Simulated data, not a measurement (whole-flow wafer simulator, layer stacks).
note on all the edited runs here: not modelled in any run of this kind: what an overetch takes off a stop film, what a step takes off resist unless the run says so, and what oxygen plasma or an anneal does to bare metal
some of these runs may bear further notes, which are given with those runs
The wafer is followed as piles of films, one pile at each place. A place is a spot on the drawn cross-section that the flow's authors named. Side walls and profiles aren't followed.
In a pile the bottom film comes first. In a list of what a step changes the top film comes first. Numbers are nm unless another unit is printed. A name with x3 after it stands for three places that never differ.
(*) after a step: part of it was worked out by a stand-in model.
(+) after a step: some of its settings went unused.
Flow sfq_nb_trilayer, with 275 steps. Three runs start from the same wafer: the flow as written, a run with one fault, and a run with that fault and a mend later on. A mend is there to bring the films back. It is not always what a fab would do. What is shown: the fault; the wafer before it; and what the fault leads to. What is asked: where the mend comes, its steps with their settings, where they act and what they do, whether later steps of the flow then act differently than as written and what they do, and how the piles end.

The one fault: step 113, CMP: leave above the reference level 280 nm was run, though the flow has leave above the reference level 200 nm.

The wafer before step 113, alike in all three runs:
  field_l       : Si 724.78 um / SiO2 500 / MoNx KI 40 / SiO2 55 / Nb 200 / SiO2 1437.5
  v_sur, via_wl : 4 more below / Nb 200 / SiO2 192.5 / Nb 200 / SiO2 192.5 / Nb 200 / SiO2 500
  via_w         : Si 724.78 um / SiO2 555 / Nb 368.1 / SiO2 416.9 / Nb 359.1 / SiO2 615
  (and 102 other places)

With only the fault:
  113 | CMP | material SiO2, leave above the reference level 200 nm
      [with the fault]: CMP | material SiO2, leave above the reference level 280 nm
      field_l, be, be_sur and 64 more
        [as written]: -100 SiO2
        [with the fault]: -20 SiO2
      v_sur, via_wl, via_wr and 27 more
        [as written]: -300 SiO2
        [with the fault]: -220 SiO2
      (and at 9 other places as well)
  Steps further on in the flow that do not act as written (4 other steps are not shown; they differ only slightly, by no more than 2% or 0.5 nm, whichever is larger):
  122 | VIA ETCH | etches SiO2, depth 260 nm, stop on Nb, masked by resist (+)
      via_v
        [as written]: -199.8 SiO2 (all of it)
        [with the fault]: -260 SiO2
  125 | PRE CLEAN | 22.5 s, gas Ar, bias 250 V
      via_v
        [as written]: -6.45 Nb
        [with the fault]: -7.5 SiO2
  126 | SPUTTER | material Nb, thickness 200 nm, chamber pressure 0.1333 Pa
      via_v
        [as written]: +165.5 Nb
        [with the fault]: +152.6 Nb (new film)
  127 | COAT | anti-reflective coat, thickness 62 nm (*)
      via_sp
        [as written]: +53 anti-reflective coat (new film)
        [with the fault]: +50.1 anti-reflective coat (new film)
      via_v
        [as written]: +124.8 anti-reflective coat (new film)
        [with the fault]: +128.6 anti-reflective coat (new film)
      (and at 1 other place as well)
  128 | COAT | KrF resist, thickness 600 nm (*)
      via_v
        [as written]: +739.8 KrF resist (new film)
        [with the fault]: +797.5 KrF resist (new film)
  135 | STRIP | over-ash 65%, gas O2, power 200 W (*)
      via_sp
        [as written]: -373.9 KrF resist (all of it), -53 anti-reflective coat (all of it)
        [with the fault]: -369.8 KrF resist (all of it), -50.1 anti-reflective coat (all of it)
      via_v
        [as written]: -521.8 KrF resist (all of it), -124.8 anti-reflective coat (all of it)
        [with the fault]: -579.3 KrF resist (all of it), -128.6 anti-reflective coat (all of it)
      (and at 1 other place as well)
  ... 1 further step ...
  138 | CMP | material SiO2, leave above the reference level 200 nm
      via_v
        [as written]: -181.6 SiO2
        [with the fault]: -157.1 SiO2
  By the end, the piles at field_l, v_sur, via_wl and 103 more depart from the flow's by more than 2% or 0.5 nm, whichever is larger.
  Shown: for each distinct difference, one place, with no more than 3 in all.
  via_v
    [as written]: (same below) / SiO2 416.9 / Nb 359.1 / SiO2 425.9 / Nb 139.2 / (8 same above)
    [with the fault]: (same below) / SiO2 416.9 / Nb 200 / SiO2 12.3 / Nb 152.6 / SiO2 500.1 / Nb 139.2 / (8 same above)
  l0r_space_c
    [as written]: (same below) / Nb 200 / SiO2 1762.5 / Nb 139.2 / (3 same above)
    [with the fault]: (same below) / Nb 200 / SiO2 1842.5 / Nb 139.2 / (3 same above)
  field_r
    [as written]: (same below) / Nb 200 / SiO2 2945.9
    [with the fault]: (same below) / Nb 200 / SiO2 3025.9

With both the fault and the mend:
  The mend follows step 120.
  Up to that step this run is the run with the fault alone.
  120a | STRIP | over-ash 65%, gas O2, power 200 W (*)
      field_l, v_sur, via_wl and 102 more
        -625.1 KrF resist (all of it), -62 anti-reflective coat (all of it)
      via_v
        -62 anti-reflective coat (all of it)
  120b | CMP | material SiO2, leave above the reference level 200 nm (the flow's step 113, run once more)
      field_l, v_sur, via_wl and 103 more
        -80 SiO2
  120c | COAT | anti-reflective coat, thickness 62 nm (the flow's step 115, run once more)
      field_l, v_sur, via_wl and 103 more
        +62 anti-reflective coat (new film)
  120d | COAT | KrF resist, thickness 650 nm (the flow's step 116, run once more)
      field_l, v_sur, via_wl and 103 more
        +650 KrF resist (new film)
  120e | SOFTBAKE | KrF resist (the flow's step 117, run once more)
      leaves every film unchanged at each place that is followed
  120f | EXPOSE | photomask I3, dose 11.91 mJ/cm2, NA 0.6, wavelength 248 nm (*) (the flow's step 118, run once more)
      leaves every film unchanged at each place that is followed
  120g | PEB | KrF resist, 90 s (the flow's step 119, run once more)
      field_l, v_sur, via_wl and 103 more
        -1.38 KrF resist
  120h | DEVELOP | KrF resist, thickness 650 nm, 60 s (the flow's step 120, run once more)
      field_l, v_sur, via_wl and 102 more
        -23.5 KrF resist
      via_v
        -648.6 KrF resist (all of it)
  Every later step of the flow that is run acts as written at every place that is followed.
  The piles end the same as the flow's at every place that both follow.
